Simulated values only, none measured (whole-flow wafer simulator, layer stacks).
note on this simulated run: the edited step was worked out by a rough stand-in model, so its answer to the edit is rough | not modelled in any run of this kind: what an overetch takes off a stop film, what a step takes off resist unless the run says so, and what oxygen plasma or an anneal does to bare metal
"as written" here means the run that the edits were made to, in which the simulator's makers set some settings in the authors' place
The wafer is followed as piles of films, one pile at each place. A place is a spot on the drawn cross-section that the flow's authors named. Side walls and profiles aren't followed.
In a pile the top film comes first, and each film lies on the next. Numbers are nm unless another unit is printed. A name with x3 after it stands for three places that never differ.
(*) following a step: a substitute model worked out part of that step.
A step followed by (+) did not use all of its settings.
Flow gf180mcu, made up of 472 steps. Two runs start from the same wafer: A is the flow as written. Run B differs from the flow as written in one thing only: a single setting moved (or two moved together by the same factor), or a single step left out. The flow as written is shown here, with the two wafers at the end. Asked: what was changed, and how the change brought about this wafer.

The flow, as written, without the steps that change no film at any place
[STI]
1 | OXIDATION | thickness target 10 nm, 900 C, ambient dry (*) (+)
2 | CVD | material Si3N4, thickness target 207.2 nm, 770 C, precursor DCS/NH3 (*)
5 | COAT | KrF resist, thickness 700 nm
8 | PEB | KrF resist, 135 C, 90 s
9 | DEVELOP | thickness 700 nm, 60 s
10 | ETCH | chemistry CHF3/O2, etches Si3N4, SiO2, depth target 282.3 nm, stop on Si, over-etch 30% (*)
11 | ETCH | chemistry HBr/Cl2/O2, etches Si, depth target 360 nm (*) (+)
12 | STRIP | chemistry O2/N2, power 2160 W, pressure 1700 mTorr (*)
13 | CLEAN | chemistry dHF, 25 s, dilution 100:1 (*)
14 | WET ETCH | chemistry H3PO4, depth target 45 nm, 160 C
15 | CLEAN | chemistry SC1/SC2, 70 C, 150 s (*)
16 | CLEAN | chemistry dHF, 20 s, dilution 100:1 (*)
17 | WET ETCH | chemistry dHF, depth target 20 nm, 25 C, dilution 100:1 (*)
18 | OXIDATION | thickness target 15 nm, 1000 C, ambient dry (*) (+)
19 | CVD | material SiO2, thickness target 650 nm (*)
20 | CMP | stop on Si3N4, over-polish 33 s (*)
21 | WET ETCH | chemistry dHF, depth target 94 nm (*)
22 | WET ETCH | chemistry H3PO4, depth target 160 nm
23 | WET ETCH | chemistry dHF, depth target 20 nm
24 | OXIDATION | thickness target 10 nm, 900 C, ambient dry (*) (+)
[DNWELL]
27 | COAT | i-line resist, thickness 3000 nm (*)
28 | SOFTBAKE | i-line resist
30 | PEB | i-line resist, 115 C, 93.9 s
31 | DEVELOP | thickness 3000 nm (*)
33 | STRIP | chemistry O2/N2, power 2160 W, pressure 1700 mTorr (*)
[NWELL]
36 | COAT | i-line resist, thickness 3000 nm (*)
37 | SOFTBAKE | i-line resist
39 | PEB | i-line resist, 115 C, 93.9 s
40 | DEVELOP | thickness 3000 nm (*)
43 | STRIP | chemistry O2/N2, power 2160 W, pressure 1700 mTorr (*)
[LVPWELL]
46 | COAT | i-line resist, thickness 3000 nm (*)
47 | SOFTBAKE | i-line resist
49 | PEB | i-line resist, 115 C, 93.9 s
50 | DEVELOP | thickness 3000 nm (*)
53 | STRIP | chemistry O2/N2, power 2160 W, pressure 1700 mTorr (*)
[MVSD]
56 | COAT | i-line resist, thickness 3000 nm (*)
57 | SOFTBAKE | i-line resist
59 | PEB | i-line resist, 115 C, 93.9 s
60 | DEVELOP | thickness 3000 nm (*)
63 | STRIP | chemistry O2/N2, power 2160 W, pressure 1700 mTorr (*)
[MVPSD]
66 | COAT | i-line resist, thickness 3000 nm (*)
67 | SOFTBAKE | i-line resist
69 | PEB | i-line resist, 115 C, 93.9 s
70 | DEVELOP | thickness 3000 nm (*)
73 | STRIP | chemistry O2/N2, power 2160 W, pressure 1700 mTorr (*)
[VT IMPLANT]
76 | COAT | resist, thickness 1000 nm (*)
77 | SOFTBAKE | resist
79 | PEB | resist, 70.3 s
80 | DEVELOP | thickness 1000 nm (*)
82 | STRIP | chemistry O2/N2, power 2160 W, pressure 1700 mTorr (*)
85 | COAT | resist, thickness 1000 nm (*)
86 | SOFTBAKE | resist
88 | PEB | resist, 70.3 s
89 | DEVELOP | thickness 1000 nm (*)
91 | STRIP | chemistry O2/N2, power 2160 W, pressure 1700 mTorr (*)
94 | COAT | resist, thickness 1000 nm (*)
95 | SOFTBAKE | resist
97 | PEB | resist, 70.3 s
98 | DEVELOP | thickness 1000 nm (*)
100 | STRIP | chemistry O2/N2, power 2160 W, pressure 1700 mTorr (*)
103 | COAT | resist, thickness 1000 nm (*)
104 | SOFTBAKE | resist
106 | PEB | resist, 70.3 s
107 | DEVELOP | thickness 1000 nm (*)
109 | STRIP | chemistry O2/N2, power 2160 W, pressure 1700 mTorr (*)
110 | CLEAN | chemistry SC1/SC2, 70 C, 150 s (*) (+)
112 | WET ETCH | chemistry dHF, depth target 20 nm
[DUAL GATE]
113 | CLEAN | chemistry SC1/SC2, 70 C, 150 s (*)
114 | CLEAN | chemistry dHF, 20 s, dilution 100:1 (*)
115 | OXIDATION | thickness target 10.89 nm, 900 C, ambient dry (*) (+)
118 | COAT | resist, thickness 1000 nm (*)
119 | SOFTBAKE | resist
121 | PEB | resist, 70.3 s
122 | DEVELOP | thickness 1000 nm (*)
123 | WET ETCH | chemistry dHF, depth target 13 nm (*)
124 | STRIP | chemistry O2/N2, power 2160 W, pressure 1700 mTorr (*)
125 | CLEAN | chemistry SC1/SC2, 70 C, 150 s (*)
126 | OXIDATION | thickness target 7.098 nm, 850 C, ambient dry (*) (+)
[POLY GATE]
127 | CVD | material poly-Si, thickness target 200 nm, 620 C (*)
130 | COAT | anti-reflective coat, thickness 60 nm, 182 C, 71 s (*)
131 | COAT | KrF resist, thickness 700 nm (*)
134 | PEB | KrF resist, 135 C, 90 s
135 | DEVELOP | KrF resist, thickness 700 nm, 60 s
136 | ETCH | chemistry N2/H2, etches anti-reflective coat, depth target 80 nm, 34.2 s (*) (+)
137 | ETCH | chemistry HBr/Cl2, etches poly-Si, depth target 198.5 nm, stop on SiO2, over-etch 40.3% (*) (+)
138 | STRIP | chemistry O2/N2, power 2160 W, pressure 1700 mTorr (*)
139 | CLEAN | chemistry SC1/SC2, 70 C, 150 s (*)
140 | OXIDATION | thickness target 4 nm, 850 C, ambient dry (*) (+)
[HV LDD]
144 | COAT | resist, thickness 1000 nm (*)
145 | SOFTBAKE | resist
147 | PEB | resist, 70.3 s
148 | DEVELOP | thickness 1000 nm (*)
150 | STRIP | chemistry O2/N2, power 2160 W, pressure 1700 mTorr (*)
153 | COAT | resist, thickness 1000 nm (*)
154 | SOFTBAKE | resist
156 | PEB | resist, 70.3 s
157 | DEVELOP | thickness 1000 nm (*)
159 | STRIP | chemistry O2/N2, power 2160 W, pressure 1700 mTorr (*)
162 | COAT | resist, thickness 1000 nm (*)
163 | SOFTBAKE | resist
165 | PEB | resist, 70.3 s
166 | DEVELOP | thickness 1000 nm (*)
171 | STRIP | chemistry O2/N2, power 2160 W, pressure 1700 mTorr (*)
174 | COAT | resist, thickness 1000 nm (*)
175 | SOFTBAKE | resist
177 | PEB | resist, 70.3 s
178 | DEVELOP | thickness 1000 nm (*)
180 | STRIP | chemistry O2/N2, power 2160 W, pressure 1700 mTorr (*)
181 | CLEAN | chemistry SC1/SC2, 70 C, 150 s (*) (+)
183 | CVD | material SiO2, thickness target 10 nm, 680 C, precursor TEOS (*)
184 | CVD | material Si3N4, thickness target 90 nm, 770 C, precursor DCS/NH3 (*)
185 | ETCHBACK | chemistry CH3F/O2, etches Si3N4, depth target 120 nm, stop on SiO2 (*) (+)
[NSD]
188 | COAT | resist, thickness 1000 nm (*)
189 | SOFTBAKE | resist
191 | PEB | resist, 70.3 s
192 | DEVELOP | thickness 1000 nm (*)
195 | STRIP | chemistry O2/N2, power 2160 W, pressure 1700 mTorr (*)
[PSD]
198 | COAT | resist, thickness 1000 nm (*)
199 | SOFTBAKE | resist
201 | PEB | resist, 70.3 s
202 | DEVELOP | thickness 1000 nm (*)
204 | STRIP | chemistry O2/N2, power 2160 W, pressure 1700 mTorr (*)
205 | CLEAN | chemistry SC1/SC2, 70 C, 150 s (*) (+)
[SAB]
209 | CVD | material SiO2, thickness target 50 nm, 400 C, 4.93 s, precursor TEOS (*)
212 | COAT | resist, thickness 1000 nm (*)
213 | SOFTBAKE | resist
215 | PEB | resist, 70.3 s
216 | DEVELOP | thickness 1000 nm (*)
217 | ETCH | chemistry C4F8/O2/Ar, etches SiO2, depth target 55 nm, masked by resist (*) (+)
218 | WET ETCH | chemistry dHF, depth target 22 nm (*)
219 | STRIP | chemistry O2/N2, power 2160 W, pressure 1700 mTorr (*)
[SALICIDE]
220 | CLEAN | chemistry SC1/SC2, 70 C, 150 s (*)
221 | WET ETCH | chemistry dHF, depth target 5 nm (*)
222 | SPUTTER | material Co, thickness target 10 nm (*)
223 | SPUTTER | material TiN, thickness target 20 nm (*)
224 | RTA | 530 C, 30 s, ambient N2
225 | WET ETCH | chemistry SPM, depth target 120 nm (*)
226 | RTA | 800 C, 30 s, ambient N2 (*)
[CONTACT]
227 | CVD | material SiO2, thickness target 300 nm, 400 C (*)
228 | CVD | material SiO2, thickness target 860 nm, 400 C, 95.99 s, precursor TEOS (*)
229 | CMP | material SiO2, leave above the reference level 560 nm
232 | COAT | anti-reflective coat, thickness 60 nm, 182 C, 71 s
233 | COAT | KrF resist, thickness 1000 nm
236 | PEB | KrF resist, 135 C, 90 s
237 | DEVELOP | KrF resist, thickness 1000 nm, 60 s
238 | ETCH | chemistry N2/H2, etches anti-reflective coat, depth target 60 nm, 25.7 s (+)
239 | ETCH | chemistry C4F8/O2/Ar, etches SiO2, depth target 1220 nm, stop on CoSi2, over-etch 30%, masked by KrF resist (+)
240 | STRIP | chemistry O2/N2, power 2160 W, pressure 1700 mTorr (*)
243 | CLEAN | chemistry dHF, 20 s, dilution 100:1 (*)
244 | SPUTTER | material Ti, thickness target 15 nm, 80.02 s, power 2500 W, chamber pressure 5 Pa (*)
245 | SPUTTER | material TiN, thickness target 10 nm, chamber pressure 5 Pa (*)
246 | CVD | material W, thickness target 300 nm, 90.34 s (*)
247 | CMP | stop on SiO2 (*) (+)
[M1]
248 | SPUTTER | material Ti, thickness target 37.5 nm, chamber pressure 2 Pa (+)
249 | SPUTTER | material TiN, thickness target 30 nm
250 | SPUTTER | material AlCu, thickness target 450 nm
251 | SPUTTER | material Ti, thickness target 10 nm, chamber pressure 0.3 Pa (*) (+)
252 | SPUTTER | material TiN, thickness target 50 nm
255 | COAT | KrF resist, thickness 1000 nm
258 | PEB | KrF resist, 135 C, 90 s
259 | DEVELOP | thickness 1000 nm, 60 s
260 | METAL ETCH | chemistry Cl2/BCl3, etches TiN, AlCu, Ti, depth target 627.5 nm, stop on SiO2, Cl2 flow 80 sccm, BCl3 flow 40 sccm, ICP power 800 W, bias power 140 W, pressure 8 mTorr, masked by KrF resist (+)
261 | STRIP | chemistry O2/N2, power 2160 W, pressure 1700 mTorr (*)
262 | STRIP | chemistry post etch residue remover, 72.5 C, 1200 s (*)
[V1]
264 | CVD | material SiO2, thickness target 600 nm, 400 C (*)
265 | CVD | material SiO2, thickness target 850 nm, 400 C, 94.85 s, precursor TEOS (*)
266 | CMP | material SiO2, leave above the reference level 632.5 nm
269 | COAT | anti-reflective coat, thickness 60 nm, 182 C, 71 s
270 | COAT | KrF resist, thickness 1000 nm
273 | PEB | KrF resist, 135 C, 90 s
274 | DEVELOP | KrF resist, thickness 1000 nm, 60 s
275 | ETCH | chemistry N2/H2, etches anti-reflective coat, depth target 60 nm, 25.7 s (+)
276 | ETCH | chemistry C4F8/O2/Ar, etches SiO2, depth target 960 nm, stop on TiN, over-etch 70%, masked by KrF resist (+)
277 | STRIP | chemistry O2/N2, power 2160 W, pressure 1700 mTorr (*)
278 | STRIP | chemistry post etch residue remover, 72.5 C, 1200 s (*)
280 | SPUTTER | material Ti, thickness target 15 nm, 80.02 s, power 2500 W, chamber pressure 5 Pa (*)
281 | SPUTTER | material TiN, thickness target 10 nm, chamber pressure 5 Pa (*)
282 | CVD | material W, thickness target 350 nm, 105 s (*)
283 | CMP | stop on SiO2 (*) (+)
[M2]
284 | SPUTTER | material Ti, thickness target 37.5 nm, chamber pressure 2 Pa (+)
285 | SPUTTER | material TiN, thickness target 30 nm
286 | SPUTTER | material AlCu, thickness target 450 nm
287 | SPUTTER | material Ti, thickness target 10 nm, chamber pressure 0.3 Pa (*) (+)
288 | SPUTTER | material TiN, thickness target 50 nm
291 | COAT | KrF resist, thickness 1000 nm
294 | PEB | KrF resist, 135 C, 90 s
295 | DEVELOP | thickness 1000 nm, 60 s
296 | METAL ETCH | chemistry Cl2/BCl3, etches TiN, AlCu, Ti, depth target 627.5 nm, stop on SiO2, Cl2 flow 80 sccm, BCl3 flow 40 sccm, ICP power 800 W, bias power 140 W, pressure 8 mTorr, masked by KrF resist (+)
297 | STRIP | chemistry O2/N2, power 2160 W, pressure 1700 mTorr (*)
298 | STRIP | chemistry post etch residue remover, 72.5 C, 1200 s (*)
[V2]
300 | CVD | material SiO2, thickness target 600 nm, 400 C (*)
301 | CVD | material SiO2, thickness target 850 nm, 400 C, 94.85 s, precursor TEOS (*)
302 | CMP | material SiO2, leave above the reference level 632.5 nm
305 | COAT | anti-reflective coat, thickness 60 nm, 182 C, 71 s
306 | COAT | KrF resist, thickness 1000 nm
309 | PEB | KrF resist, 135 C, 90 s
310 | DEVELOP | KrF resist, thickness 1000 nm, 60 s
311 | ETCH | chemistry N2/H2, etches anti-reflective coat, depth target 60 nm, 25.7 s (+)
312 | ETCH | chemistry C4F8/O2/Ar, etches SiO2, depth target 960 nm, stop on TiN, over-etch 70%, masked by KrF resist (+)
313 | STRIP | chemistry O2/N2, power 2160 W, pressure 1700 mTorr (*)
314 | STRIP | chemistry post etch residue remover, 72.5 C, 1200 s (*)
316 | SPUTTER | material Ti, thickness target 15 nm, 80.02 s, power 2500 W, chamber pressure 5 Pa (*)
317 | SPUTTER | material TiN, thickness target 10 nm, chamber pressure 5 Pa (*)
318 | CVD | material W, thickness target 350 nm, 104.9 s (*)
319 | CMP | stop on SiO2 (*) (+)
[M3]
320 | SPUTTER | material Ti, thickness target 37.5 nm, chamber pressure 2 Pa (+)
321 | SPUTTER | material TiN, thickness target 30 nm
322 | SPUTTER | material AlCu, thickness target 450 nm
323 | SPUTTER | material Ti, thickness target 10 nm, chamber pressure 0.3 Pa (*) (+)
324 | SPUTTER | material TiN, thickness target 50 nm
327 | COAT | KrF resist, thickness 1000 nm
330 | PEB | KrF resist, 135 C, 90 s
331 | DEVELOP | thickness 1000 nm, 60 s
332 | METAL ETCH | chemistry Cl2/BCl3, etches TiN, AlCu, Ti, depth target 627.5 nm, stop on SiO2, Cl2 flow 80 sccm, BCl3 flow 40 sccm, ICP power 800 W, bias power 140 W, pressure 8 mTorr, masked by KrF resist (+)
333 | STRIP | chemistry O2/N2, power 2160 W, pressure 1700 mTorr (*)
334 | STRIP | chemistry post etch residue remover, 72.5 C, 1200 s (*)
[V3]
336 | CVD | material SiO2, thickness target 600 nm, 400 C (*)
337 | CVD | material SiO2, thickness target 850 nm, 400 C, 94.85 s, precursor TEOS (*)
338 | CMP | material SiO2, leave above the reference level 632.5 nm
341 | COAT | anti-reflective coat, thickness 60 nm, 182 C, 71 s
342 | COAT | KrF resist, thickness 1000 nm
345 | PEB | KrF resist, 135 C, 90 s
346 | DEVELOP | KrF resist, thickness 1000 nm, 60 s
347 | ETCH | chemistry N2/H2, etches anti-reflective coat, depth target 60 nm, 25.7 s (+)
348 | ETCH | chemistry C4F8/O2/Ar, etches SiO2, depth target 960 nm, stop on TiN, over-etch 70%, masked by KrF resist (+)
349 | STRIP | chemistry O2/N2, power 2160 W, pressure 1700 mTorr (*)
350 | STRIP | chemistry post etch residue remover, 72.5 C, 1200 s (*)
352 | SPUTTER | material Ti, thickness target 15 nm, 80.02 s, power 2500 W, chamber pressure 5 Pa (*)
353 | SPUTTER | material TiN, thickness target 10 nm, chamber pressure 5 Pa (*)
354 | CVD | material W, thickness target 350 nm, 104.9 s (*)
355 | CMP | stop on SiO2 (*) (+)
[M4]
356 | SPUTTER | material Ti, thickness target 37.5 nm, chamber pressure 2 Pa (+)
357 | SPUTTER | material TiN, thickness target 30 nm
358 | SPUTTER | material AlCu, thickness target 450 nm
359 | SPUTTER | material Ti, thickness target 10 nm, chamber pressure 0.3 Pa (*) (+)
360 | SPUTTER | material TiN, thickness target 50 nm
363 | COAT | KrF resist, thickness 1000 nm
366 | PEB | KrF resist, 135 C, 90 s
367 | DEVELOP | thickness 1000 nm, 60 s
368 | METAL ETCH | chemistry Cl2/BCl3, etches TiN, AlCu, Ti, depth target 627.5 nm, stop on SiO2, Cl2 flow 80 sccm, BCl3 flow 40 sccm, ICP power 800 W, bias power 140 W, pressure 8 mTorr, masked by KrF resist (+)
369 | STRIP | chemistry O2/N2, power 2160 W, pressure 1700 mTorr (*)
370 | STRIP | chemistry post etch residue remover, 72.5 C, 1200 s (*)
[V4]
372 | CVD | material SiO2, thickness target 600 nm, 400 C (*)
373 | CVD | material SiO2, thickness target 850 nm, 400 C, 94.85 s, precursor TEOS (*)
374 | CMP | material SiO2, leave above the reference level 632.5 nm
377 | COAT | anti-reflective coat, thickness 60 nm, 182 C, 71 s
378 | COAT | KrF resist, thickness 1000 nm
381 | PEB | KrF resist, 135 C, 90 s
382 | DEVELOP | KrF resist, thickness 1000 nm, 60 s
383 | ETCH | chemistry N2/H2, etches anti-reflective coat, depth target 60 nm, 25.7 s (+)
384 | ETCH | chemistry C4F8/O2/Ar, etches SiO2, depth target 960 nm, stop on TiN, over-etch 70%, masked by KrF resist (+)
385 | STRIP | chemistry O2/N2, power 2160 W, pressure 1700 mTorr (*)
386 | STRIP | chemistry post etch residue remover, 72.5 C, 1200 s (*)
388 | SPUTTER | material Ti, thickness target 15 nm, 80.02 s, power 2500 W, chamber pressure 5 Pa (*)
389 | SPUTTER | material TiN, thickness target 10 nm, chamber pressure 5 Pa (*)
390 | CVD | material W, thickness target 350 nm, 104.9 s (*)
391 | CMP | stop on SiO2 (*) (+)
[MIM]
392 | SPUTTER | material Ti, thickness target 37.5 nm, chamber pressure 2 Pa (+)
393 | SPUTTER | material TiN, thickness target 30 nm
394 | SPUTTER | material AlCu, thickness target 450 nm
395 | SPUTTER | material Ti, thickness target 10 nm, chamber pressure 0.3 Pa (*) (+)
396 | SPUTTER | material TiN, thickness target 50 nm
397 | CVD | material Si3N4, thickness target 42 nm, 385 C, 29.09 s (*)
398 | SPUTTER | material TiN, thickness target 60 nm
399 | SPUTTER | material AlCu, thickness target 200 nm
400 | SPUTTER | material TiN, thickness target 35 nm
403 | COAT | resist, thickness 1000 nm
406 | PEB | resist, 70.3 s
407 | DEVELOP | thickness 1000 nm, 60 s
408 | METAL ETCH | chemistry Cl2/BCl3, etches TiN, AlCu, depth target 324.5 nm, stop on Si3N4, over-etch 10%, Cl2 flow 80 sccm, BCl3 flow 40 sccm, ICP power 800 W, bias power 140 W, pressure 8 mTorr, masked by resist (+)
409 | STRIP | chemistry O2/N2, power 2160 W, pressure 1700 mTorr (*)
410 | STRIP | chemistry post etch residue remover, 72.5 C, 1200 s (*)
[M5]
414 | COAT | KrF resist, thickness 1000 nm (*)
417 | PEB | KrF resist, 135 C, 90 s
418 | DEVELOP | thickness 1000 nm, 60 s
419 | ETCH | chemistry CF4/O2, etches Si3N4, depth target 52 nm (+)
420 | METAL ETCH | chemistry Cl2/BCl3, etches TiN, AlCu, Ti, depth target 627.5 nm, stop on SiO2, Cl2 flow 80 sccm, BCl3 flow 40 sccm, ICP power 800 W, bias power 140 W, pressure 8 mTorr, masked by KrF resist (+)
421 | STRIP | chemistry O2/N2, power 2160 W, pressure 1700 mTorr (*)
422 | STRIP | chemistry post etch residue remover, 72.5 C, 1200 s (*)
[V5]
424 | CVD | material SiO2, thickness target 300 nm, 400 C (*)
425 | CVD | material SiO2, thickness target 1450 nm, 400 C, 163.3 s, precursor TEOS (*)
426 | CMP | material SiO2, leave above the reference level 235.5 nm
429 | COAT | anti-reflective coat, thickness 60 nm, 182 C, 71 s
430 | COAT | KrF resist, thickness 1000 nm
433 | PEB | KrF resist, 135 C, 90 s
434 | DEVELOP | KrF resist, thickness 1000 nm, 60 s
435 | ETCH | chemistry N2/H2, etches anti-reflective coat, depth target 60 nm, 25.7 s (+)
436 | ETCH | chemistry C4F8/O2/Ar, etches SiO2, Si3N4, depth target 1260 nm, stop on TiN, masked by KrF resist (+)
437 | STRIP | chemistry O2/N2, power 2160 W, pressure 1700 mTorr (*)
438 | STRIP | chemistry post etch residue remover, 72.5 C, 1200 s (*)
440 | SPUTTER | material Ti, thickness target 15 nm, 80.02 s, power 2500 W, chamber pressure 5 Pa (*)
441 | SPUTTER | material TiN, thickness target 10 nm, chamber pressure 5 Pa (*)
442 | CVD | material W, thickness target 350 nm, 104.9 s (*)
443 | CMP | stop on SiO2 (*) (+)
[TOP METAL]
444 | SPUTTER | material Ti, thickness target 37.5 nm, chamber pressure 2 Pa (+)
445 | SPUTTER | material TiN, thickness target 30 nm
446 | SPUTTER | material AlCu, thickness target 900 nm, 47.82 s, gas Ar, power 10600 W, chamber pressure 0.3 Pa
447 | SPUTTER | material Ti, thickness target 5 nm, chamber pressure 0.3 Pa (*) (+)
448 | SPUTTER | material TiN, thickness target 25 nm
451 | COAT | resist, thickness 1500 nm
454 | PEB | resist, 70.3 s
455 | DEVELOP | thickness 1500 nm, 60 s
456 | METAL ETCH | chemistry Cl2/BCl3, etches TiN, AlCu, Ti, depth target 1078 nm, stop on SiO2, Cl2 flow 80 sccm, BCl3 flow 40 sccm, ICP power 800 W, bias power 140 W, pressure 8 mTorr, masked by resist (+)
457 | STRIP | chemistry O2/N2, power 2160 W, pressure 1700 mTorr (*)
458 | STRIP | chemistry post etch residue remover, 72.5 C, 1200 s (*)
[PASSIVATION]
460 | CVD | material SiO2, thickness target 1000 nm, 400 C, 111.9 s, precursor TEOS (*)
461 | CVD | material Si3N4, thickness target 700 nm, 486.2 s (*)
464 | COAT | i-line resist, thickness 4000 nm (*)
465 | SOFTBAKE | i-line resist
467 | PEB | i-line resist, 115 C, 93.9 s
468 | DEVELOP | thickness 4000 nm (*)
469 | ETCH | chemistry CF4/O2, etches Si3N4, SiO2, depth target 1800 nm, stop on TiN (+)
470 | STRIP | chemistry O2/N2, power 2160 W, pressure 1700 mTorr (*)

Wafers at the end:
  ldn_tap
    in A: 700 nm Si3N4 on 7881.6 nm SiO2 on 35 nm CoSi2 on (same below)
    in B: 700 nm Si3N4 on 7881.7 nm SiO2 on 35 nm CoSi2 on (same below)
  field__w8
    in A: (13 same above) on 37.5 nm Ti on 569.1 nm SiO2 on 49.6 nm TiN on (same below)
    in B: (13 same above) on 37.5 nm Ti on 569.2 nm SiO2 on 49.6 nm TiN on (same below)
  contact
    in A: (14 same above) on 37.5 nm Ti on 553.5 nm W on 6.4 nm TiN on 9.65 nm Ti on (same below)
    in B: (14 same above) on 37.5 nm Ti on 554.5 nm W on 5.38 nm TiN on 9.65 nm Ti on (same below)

Cause: step 389, SPUTTER: thickness target 8.4 nm was run, whereas the flow has thickness target 10 nm.

The path from the change to this, step by step:
  389 | SPUTTER | material TiN, thickness target 10 nm, chamber pressure 5 Pa (*)
      field, field__w1, field__w2 and 107 more: A TiN gains 10 (new film) | B TiN gains 8.4 (new film)
      contact: A TiN gains 6.4 (new film) | B TiN gains 5.38 (new film)
  391 | CMP | stop on SiO2 (*) (+)
      field, field__w1, field__w2 and 107 more: A W loses 350 (all of it), TiN loses 10 (all of it), Ti loses 15 (all of it), SiO2 loses 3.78 | B W loses 350 (all of it), TiN loses 8.4 (all of it), Ti loses 15 (all of it), SiO2 loses 3.77
